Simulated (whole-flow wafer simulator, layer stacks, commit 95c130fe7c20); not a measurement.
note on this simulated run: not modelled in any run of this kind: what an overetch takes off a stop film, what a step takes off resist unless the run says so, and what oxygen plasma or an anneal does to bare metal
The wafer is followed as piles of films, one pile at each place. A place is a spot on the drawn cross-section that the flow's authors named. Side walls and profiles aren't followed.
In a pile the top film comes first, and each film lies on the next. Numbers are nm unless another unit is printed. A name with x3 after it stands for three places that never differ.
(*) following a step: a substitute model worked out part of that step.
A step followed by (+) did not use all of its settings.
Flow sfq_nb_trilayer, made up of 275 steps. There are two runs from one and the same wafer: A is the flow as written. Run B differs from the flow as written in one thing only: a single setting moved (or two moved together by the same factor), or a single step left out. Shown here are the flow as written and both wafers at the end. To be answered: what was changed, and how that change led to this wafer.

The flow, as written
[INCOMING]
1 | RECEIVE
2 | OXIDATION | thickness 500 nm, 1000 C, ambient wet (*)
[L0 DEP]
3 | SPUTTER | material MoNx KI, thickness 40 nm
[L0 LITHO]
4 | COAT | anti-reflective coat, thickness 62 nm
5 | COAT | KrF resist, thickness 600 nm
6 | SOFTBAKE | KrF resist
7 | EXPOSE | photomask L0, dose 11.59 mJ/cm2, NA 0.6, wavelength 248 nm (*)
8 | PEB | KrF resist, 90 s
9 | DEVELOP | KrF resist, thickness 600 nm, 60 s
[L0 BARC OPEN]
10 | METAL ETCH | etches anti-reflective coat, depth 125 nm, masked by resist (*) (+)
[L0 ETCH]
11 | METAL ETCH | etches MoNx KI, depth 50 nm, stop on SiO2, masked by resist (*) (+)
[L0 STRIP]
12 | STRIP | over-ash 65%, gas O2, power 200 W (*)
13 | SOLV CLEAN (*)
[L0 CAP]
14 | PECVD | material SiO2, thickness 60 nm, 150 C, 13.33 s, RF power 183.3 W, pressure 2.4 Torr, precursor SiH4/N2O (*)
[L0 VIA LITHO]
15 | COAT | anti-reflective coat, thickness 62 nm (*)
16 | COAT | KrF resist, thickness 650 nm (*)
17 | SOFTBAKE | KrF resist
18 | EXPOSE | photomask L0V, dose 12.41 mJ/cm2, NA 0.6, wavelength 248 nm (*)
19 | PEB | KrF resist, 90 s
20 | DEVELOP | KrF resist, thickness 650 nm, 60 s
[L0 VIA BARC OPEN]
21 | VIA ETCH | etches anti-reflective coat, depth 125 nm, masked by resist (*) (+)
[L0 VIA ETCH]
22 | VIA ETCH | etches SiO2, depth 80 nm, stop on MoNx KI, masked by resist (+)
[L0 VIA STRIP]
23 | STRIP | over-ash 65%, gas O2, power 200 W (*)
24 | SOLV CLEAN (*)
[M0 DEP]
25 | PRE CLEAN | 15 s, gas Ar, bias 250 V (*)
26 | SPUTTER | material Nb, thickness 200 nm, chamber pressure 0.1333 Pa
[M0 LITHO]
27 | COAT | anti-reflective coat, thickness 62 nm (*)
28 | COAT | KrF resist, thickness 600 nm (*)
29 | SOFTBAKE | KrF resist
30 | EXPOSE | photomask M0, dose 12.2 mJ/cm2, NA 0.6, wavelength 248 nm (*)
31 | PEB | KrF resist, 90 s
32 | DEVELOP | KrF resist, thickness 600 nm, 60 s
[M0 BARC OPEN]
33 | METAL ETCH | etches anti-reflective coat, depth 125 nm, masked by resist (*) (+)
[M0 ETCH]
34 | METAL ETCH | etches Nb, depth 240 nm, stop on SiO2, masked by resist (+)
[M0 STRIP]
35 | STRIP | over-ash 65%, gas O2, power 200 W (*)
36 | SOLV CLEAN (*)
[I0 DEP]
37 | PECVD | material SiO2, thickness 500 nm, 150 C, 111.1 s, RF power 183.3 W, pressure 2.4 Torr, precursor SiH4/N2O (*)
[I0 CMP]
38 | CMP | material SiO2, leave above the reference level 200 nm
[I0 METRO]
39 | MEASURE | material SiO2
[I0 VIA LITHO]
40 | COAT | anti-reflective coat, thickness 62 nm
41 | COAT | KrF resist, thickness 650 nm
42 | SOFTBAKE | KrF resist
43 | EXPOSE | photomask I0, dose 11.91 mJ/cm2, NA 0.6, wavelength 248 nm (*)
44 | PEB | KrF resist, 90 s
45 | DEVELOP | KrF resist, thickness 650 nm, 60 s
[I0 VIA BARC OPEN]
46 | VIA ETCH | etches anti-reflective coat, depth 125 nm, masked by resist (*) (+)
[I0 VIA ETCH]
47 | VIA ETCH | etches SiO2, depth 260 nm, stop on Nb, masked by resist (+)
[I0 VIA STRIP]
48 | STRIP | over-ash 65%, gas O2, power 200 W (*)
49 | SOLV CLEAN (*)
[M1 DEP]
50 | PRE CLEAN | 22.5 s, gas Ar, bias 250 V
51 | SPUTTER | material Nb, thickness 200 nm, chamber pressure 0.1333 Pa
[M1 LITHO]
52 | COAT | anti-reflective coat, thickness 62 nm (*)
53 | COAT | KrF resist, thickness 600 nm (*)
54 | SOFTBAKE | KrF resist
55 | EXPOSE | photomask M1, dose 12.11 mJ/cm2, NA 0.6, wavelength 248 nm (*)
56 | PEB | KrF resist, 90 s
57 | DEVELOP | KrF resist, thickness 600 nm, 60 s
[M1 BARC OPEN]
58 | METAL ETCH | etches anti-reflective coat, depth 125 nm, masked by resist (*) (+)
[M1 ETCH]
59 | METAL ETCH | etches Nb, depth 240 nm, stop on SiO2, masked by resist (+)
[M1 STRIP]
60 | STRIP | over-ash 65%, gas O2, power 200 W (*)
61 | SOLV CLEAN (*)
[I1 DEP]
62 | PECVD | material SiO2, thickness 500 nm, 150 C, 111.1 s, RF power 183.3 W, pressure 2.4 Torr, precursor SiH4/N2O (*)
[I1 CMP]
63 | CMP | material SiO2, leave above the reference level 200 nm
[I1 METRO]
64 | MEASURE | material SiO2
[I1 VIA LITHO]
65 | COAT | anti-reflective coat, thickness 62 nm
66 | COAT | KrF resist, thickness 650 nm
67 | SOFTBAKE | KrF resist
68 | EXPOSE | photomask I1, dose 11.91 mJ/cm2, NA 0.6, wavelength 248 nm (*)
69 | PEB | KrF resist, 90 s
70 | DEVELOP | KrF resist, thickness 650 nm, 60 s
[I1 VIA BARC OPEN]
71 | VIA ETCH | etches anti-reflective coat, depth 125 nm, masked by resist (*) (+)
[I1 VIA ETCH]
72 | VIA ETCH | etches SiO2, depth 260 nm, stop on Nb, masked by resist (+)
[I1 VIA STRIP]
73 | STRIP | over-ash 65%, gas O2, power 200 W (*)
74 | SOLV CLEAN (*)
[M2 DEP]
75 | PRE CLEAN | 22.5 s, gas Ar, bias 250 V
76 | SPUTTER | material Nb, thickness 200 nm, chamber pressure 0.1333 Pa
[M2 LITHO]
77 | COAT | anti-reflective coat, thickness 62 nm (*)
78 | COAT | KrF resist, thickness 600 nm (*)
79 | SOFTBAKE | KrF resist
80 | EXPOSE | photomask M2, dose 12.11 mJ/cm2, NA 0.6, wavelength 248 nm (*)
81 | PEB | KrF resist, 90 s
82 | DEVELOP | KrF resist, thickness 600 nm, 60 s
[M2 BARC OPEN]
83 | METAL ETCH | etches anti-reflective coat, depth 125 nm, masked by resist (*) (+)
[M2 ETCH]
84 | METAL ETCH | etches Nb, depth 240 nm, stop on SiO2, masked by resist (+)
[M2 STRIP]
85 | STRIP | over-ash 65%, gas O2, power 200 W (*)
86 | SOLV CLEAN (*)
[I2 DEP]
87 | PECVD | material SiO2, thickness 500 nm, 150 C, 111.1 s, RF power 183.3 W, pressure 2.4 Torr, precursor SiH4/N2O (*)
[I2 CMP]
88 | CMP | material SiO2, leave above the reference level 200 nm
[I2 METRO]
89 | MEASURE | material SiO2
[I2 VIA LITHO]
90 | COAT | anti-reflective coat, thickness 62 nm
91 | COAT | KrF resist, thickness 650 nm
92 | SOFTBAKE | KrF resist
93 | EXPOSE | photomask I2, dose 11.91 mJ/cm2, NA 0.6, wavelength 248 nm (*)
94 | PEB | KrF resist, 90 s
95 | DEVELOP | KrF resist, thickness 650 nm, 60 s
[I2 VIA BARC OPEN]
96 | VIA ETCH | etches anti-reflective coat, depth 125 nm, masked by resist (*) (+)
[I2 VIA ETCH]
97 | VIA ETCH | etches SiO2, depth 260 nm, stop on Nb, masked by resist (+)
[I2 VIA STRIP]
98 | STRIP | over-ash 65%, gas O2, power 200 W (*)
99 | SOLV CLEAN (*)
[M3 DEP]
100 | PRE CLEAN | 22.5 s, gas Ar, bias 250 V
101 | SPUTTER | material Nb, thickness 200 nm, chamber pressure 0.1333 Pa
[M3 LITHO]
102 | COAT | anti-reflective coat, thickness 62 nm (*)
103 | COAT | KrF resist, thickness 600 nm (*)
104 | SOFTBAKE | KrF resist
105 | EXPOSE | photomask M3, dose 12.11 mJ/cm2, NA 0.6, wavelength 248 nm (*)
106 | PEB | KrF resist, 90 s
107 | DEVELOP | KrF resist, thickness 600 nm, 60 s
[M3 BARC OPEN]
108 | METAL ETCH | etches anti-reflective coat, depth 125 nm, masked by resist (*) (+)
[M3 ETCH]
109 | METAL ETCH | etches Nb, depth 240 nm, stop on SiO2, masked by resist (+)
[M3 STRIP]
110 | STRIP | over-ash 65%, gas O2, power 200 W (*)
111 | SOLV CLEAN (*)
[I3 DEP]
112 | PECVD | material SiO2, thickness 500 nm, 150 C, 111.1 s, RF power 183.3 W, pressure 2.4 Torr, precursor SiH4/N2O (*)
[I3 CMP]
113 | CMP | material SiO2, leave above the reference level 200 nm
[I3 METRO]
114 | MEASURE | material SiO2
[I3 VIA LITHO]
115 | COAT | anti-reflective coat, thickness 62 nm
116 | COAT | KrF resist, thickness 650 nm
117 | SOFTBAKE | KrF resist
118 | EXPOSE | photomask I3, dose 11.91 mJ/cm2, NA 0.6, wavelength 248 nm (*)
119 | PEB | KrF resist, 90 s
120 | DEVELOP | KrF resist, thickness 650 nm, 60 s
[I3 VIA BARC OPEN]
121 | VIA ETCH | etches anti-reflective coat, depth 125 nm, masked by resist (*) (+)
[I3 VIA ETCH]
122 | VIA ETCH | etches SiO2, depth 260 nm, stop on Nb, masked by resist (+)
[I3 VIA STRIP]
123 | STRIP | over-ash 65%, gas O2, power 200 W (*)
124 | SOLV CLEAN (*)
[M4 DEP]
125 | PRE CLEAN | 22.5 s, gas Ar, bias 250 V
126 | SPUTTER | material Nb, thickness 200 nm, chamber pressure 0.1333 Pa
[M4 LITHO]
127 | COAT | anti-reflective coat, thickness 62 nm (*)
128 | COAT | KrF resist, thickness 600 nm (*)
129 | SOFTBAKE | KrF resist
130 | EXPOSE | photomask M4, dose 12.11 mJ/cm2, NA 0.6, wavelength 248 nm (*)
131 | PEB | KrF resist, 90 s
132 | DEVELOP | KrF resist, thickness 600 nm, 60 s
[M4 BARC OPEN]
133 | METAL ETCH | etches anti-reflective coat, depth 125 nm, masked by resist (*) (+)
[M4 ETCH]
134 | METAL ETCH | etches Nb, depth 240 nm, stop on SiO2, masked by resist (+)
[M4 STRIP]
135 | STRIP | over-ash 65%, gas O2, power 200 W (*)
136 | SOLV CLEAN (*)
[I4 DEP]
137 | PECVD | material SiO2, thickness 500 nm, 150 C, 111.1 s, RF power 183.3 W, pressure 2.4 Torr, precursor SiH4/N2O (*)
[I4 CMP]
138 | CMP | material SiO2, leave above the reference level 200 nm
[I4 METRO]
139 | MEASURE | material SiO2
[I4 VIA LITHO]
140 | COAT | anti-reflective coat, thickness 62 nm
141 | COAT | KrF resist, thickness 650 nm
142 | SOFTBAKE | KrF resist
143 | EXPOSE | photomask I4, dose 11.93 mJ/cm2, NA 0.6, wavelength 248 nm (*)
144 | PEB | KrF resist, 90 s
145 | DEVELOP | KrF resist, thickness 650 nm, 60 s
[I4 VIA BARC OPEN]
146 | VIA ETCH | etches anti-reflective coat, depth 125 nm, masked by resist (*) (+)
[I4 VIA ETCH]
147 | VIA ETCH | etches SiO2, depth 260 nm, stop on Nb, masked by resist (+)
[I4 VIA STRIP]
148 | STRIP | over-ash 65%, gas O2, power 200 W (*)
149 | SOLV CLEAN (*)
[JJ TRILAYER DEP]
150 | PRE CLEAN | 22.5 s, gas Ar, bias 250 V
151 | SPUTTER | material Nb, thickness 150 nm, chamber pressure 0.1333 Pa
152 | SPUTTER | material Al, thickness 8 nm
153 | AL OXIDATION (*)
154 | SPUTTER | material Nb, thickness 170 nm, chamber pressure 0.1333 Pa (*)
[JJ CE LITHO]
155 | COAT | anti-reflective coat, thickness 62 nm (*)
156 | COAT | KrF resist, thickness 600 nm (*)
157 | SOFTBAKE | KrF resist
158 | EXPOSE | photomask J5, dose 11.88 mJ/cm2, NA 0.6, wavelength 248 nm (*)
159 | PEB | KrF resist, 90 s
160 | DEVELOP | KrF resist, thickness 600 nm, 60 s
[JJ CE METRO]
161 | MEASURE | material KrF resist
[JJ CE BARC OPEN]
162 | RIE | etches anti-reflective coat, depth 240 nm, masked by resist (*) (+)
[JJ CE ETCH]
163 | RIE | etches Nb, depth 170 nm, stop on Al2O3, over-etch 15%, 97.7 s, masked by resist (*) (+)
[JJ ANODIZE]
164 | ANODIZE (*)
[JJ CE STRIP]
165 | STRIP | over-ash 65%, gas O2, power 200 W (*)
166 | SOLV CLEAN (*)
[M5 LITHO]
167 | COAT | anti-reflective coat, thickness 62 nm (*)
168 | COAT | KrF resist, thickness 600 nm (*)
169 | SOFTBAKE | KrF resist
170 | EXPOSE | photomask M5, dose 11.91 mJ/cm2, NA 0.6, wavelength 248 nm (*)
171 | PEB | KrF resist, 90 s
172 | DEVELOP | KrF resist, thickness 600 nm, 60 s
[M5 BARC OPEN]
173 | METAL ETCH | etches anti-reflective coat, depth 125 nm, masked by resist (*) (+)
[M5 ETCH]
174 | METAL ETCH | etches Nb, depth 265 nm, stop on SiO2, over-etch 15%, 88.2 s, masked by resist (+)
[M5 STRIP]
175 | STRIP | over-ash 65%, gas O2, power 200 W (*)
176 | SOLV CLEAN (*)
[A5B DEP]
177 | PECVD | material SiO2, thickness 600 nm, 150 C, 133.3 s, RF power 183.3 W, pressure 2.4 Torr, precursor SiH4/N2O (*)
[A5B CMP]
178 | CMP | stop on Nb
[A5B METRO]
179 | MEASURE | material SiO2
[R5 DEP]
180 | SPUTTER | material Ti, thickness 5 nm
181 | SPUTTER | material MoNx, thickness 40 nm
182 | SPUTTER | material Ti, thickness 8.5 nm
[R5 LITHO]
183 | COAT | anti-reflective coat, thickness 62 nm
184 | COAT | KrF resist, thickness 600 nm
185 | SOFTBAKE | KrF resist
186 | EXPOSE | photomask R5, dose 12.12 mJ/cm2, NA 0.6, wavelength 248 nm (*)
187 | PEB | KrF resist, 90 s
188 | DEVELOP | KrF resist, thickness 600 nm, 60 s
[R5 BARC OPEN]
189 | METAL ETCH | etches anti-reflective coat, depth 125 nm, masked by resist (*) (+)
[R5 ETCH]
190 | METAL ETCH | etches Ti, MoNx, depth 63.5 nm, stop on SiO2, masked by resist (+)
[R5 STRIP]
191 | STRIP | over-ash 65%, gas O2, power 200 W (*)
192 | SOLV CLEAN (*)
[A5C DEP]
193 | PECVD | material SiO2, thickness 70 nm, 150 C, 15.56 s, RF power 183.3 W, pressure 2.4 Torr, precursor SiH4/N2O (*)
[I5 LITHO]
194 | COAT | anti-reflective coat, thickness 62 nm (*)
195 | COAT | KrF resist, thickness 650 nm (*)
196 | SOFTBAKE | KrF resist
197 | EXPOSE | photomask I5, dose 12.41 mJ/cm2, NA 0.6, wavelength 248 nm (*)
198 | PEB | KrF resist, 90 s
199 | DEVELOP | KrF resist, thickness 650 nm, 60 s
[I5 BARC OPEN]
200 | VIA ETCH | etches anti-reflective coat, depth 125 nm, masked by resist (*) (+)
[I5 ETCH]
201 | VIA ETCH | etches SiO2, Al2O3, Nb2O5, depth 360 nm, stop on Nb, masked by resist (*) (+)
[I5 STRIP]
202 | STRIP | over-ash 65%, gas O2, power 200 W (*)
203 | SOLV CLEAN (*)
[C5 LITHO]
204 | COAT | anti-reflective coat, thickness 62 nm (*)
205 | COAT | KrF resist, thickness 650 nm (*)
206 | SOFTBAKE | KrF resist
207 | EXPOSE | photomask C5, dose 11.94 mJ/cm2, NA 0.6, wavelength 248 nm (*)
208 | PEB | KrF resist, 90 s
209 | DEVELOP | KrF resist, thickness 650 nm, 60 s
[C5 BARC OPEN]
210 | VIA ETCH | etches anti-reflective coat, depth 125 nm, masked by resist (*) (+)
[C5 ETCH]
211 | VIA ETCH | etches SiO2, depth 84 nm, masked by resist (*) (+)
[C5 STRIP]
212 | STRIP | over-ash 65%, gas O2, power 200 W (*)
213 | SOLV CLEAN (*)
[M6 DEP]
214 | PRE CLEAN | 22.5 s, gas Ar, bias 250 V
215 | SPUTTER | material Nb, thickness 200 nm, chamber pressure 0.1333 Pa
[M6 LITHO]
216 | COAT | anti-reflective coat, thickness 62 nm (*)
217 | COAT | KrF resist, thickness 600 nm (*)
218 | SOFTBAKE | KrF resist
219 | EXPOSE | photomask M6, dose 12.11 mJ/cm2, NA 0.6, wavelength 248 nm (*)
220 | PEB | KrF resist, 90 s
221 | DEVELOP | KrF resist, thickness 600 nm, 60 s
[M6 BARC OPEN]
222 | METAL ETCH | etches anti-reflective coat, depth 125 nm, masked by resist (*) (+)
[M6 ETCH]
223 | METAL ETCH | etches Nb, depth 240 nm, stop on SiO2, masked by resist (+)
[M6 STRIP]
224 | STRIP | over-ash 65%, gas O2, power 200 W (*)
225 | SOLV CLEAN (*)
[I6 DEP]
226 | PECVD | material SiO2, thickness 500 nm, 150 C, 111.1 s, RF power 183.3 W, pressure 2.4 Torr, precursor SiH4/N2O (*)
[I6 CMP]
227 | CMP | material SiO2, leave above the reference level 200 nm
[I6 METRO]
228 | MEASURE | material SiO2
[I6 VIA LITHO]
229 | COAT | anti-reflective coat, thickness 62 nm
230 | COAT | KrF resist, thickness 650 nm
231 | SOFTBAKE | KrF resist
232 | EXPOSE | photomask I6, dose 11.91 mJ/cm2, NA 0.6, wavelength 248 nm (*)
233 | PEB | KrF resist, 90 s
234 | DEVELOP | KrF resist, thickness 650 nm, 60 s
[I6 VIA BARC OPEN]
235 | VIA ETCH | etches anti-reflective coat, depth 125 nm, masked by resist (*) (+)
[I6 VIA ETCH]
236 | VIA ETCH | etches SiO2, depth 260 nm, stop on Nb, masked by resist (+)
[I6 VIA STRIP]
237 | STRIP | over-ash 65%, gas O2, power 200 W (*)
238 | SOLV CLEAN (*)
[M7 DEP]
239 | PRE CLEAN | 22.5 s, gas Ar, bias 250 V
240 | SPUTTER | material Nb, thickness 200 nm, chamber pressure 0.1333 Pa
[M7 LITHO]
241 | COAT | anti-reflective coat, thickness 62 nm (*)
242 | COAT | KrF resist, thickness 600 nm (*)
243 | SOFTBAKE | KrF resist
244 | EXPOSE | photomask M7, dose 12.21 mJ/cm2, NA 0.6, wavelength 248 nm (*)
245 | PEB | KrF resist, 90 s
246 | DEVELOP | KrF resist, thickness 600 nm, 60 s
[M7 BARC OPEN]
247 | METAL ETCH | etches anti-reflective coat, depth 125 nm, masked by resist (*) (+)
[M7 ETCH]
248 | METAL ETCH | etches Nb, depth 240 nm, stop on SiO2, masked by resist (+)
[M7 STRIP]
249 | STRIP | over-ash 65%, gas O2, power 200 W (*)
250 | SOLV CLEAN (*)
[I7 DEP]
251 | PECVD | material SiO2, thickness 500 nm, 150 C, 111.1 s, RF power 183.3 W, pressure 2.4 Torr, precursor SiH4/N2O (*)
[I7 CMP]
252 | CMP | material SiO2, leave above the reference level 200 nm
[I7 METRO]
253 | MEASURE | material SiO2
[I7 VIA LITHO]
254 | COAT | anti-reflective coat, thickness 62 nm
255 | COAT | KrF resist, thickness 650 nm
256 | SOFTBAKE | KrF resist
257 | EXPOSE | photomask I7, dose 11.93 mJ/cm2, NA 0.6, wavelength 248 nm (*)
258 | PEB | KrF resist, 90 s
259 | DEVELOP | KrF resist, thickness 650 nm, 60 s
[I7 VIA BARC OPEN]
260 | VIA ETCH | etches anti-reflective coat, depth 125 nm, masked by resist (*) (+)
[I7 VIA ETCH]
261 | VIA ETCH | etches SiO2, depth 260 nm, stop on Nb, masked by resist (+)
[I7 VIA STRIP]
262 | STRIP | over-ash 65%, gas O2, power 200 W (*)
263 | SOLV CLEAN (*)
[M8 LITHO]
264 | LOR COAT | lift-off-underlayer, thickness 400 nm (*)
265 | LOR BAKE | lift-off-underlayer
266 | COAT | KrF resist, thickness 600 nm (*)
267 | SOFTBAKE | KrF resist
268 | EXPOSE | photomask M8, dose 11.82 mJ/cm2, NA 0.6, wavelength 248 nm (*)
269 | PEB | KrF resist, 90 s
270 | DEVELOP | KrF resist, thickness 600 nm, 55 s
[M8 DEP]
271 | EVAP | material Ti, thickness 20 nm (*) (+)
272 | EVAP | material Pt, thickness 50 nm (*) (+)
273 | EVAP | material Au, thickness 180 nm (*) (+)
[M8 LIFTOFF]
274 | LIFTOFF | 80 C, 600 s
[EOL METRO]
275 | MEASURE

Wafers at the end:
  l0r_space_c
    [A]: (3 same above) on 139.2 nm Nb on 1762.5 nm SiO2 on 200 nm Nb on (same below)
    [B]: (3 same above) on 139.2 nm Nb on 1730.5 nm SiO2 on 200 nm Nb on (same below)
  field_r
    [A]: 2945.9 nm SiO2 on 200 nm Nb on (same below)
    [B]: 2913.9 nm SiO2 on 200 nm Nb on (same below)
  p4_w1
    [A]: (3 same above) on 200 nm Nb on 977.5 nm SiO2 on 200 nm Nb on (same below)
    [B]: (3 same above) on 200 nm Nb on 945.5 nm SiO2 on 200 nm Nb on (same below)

What caused this: step 76, SPUTTER: thickness 168 nm was run, whereas the flow has thickness 200 nm.

How this came from the change, step by step:
  76 | SPUTTER | material Nb, thickness 200 nm, chamber pressure 0.1333 Pa
      field_l, v_sur, via_wl and 102 more: A +200 Nb (new film) | B +168 Nb (new film)
      via_v: A +174.5 Nb | B +147 Nb
  84 | METAL ETCH | etches Nb, depth 240 nm, stop on SiO2, masked by resist (+)
      field_l, be, be_sur and 81 more: A -200 Nb (all of it) | B -168 Nb (all of it)
  88 | CMP | material SiO2, leave above the reference level 200 nm
      field_l, be, be_sur and 81 more: A -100 SiO2 | B -132 SiO2
